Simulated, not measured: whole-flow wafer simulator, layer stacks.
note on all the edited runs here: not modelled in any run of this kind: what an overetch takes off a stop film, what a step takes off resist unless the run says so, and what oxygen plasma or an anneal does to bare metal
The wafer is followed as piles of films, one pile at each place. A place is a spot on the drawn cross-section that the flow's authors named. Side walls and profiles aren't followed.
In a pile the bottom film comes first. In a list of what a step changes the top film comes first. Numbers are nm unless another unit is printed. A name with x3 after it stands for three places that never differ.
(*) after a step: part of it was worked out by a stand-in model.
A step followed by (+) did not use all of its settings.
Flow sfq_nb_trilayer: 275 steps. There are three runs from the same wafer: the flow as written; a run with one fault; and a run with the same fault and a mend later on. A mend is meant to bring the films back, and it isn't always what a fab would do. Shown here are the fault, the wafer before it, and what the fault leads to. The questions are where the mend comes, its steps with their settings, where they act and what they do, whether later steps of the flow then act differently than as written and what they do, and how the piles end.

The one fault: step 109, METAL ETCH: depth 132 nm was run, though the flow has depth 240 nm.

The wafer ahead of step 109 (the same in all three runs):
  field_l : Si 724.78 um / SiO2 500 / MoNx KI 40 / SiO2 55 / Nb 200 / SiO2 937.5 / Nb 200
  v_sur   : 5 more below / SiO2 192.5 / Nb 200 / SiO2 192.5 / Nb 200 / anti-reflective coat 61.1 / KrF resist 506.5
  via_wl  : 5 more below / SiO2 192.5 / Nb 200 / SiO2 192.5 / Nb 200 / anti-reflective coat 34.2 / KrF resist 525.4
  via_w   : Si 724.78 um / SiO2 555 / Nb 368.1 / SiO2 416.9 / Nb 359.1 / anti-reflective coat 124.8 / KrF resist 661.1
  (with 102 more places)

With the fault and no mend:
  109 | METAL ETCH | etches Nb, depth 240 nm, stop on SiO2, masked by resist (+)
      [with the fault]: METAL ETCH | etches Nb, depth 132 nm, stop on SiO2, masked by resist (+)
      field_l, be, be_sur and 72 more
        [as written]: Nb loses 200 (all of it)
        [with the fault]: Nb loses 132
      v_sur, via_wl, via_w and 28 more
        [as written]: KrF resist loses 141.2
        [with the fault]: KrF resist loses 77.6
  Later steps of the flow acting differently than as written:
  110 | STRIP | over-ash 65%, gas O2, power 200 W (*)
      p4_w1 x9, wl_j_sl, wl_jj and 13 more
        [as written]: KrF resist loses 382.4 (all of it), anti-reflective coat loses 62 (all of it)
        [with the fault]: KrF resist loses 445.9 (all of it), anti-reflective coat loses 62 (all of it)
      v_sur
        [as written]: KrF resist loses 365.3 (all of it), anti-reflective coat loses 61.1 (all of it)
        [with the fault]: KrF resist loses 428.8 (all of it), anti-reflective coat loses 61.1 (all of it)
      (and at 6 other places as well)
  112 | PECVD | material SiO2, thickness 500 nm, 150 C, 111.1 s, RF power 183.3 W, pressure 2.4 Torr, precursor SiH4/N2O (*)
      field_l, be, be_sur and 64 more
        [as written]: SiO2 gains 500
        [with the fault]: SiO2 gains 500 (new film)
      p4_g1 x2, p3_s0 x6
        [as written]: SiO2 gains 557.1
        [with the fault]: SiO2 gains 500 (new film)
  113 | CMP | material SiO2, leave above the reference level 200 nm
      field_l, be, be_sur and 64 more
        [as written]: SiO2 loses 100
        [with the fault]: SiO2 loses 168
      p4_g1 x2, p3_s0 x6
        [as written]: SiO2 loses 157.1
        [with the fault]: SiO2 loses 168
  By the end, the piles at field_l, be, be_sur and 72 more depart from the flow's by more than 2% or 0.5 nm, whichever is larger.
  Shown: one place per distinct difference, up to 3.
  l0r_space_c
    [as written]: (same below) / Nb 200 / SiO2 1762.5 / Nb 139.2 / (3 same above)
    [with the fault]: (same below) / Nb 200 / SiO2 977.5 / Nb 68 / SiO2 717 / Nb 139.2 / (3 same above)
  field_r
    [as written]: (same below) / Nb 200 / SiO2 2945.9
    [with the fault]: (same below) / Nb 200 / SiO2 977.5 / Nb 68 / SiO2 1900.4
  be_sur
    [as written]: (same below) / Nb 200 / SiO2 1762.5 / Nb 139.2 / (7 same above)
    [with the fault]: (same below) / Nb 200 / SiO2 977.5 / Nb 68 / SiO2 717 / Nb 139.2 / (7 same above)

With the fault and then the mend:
  The mend stands after step 109.
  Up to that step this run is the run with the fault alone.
  109a | METAL ETCH | etches Nb, depth 108 nm, stop on SiO2, masked by resist (+) (the flow's step 109 again, with other settings)
      field_l, be, be_sur and 72 more
        Nb loses 68 (all of it)
      v_sur, via_wl, via_w and 28 more
        KrF resist loses 60
  Later steps of the flow that are run all act as written at every place that is followed, up to a difference of at most 2% or 0.5 nm, whichever is larger.
  The piles end the same as the flow's at every place that both follow.
